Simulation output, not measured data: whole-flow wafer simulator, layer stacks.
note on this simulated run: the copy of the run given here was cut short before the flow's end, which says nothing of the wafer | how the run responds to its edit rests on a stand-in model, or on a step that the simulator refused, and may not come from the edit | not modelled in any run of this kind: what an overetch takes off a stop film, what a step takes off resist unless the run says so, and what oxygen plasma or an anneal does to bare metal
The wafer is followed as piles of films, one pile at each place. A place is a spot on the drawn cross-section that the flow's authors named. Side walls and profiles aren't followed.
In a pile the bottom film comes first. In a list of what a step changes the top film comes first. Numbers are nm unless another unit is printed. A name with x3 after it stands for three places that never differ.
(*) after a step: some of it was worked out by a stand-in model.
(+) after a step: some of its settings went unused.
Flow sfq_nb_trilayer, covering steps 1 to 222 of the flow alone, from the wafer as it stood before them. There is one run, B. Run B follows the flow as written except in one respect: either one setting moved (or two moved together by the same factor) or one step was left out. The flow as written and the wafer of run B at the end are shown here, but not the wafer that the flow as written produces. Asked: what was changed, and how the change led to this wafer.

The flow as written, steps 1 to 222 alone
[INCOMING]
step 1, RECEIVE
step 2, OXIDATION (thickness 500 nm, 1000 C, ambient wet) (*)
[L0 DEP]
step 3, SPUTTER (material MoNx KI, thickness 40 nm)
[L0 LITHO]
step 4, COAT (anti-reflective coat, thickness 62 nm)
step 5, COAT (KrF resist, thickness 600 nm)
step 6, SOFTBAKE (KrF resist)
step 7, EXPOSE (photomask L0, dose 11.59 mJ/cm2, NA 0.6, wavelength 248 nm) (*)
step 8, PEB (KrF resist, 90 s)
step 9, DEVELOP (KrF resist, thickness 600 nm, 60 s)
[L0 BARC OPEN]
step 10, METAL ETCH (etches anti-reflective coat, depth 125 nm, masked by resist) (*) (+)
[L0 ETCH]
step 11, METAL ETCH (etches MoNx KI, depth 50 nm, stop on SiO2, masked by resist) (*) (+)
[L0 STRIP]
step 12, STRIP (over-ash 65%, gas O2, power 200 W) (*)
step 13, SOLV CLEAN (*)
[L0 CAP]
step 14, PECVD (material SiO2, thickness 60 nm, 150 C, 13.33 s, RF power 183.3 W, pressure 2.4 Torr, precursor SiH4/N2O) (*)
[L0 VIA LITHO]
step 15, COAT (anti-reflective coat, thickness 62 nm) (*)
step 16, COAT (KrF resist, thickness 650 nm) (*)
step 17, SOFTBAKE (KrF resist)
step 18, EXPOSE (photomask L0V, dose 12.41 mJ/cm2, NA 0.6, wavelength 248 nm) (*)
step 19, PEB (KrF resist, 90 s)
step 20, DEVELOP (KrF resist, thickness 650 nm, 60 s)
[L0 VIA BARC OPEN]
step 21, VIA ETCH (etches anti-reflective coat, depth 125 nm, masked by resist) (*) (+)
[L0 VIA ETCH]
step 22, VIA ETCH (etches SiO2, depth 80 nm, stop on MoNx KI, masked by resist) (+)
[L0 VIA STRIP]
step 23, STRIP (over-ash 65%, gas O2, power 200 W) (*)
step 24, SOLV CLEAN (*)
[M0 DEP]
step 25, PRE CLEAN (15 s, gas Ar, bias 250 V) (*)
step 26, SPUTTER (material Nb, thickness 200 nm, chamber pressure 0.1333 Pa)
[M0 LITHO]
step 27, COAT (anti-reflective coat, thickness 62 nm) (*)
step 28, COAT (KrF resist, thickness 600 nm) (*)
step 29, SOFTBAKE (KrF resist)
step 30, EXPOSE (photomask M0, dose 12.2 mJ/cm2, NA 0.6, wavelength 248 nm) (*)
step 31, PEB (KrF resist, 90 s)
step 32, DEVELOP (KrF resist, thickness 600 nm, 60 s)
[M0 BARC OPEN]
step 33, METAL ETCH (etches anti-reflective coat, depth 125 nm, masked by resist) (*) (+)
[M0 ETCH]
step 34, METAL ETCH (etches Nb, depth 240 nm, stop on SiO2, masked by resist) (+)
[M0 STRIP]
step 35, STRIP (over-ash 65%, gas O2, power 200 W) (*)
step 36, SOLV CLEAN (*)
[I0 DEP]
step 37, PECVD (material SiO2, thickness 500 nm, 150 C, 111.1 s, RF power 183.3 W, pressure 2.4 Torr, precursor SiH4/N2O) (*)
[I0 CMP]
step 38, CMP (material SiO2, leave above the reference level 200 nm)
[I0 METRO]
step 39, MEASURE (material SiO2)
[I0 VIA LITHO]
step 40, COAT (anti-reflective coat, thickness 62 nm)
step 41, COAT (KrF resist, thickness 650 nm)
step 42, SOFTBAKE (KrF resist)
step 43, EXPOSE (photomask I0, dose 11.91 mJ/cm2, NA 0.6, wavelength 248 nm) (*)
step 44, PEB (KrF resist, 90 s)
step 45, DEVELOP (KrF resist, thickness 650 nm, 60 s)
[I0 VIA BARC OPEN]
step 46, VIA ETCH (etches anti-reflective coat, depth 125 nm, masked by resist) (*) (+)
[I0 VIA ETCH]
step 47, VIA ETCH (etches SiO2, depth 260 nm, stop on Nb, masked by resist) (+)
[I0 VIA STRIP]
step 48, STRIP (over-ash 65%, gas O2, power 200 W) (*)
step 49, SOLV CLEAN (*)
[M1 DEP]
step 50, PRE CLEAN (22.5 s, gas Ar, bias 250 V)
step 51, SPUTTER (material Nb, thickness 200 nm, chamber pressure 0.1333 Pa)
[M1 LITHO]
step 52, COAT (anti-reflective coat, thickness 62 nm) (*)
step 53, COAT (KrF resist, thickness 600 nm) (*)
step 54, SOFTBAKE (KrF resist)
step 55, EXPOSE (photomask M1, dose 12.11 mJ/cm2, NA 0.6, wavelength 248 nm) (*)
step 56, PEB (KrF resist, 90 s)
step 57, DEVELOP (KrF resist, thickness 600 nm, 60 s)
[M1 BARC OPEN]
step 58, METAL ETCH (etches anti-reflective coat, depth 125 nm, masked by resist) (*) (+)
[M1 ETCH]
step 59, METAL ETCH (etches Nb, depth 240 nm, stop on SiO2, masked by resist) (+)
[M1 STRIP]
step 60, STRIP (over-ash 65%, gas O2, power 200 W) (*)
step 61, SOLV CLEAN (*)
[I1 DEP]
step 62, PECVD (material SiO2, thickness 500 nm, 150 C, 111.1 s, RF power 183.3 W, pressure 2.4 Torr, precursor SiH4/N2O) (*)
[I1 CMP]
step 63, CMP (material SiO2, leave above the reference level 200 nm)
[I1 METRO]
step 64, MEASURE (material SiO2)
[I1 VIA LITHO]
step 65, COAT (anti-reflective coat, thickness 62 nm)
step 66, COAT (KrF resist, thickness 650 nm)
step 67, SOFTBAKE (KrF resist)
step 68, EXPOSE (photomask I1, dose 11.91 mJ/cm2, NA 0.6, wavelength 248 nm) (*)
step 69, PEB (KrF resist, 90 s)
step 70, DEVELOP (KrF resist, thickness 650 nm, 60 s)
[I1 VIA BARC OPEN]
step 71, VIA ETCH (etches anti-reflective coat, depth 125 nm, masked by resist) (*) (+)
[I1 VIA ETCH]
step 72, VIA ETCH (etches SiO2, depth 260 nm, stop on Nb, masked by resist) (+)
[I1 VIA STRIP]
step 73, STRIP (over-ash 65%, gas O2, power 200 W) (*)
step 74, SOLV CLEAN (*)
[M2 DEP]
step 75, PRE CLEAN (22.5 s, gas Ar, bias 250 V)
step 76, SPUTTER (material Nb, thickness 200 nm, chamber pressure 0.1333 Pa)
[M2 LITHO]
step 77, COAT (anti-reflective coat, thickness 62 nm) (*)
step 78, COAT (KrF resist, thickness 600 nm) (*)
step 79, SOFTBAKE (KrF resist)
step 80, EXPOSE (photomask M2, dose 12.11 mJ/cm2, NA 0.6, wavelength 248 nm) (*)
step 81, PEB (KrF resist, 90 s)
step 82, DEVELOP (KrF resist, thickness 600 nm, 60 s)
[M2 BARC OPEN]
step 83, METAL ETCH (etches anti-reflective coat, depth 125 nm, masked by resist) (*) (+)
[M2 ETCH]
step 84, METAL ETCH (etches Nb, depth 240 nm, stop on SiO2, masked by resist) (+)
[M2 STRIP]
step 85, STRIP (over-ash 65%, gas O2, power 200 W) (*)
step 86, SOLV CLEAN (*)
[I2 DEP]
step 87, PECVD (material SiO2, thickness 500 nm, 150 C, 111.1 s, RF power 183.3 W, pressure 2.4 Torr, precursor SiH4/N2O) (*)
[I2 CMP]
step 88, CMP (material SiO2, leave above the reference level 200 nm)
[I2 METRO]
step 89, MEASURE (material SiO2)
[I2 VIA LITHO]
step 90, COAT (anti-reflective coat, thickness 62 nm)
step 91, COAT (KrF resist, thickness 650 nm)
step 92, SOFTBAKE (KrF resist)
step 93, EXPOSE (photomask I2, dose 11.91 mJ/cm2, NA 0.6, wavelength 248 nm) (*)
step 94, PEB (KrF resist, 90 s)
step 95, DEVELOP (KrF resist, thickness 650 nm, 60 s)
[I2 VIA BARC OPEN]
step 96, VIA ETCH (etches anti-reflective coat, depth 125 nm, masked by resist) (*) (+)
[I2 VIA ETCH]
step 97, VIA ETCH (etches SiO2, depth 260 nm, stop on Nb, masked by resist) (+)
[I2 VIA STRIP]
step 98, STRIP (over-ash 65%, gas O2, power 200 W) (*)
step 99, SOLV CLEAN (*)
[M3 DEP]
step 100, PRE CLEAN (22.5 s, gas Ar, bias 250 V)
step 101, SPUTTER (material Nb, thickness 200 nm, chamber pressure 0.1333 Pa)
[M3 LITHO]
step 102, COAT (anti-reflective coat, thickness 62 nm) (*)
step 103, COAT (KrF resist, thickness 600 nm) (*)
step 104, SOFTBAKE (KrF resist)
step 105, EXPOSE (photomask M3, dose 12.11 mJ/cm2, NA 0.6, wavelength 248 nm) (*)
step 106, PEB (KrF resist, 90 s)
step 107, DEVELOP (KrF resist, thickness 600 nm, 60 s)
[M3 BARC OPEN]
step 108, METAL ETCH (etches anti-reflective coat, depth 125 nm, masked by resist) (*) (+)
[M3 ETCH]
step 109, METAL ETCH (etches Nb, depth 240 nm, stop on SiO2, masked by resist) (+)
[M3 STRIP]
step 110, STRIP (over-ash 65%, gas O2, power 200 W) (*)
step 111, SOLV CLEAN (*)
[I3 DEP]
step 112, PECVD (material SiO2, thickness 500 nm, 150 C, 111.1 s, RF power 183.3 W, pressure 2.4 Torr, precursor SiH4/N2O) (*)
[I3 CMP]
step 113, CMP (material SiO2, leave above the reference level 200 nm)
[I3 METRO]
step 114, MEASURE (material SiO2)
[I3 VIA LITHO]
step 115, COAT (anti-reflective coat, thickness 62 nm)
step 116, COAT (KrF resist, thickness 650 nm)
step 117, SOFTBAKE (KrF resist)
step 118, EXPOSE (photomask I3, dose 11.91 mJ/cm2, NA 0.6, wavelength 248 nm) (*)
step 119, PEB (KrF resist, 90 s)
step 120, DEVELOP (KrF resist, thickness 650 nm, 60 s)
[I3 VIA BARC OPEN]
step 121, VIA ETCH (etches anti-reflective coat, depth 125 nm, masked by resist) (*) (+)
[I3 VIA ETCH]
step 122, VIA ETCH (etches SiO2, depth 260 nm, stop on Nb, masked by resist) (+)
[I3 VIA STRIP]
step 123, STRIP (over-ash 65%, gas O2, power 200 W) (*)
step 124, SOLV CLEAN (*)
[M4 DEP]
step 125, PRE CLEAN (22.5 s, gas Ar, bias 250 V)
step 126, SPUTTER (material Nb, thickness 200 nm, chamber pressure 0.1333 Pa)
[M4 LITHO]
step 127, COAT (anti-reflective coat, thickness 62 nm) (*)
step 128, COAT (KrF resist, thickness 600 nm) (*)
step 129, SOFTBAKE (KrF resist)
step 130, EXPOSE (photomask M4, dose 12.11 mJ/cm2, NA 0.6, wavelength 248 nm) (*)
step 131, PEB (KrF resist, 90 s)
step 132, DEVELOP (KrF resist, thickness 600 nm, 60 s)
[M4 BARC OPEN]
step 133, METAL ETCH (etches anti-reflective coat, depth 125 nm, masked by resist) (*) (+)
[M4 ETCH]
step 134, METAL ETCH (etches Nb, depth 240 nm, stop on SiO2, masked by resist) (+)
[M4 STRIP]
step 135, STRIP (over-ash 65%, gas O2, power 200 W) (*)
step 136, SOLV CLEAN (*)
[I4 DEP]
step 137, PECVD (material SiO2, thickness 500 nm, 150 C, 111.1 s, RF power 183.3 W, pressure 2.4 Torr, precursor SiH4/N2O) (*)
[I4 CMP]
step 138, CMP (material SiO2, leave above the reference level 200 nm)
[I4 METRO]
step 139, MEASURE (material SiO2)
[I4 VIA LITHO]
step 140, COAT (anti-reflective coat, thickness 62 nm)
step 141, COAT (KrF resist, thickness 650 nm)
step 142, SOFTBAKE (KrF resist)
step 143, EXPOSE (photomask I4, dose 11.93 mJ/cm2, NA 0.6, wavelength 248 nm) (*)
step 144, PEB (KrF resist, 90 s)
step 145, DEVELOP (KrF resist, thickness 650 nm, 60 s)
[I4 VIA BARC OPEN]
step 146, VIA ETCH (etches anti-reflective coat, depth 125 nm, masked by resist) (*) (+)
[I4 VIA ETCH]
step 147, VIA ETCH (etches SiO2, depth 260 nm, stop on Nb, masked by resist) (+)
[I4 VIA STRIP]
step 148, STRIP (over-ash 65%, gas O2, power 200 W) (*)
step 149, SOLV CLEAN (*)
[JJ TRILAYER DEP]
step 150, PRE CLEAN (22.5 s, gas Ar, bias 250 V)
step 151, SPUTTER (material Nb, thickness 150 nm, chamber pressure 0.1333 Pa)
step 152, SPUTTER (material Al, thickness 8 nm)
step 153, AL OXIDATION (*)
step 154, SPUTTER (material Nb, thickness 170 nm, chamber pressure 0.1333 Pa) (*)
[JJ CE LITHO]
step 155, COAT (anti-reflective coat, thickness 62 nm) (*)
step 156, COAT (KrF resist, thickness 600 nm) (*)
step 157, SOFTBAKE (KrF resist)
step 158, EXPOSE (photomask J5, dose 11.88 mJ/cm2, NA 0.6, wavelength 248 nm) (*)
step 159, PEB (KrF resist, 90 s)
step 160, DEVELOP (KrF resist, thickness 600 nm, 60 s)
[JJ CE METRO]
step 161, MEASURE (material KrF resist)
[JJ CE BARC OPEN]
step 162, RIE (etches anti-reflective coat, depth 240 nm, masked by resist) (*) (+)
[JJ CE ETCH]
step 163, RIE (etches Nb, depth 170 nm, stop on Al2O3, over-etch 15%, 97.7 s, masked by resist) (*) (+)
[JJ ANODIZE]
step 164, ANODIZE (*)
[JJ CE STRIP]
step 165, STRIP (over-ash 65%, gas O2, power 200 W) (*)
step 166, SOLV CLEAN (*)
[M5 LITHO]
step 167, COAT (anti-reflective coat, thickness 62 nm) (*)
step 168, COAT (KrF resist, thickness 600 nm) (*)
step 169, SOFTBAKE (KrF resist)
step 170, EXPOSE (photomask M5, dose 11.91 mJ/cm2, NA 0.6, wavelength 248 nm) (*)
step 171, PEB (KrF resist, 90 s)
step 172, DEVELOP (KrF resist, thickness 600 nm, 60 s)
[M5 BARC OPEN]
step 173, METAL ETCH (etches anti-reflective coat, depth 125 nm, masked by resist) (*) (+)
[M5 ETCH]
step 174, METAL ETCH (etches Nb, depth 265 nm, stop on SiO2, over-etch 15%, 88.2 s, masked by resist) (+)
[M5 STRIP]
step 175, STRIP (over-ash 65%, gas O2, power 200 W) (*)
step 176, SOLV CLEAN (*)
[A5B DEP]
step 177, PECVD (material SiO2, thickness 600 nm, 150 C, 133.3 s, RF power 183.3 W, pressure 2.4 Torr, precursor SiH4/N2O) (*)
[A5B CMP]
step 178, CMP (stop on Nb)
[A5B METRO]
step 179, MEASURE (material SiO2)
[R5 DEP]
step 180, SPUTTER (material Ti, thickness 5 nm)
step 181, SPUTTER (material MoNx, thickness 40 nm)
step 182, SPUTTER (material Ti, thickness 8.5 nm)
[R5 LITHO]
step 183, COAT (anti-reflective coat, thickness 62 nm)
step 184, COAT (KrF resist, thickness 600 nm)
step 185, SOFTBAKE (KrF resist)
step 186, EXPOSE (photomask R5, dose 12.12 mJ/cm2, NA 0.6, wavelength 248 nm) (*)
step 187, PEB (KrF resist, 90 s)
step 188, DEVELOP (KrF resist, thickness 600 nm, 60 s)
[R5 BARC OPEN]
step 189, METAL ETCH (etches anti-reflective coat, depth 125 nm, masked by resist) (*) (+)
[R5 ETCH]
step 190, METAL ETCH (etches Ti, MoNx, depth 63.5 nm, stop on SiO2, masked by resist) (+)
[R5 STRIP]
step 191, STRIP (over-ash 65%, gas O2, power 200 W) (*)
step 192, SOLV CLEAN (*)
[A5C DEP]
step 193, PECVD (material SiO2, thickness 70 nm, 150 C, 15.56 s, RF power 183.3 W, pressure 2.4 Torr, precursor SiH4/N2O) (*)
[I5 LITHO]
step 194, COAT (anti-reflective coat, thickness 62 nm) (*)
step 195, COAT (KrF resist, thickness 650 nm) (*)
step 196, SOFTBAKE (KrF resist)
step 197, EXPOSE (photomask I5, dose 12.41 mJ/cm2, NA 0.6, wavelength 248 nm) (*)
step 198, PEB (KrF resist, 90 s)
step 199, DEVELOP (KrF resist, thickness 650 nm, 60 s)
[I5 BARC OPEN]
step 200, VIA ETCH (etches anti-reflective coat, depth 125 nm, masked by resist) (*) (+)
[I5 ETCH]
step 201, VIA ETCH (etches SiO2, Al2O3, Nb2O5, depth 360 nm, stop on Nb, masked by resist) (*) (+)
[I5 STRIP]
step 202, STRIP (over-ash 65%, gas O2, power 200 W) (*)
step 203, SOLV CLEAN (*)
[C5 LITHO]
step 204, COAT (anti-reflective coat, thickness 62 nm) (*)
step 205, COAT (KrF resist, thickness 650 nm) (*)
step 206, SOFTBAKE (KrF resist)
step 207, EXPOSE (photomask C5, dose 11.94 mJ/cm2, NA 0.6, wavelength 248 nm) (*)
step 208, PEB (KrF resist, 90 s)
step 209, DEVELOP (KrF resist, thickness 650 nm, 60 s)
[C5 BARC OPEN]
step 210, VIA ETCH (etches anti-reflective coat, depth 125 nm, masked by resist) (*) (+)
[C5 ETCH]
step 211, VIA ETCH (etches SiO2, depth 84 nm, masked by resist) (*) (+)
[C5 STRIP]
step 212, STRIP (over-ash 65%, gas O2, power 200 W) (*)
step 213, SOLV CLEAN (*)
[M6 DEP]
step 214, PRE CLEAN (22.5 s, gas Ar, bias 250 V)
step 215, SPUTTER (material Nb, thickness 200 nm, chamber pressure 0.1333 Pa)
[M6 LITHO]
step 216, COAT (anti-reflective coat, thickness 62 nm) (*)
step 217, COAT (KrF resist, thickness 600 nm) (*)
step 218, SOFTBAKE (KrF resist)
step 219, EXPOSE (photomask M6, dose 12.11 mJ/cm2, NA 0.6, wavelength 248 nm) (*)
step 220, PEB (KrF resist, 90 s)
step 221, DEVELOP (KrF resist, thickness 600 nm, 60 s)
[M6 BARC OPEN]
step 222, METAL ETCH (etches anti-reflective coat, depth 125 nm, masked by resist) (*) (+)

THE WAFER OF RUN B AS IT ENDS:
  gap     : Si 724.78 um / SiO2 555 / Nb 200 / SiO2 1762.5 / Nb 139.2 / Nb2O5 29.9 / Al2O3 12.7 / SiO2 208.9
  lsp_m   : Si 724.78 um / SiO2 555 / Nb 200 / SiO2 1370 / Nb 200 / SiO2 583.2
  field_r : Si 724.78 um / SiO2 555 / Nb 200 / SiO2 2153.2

The reason: step 215, SPUTTER: material Nb, thickness 200 nm, chamber pressure 0.1333 Pa, was not run.

Step by step, how the change led to this:
  step 216, COAT (anti-reflective coat, thickness 62 nm) (*)
      be: anti-reflective coat gains 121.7 (new film) (as written it would have been: anti-reflective coat gains 136.7 (new film))
      be_sur: anti-reflective coat gains 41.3 (new film) (as written it would have been: anti-reflective coat gains 43.8 (new film))
      (also at 5 further places)
  step 217, COAT (KrF resist, thickness 600 nm) (*)
      be: KrF resist gains 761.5 (new film) (as written it would have been: KrF resist gains 793.9 (new film))
With metal films that touch counted as one body, gap has 2 bodies (between them, from the top down: SiO2 1762.5); the flow as written gives 3 bodies (between them, from the top down: SiO2 209 / Al2O3 12.7 / Nb2O5 29.9; SiO2 1762.5).
With metal films that touch counted as one body, lsp_m has 2 bodies (between them, from the top down: SiO2 1370); the flow as written gives 3 bodies (between them, from the top down: SiO2 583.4; SiO2 1370).
With metal films that touch counted as one body, field_r has 1 body; the flow as written gives 2 bodies (between them, from the top down: SiO2 2153.4).
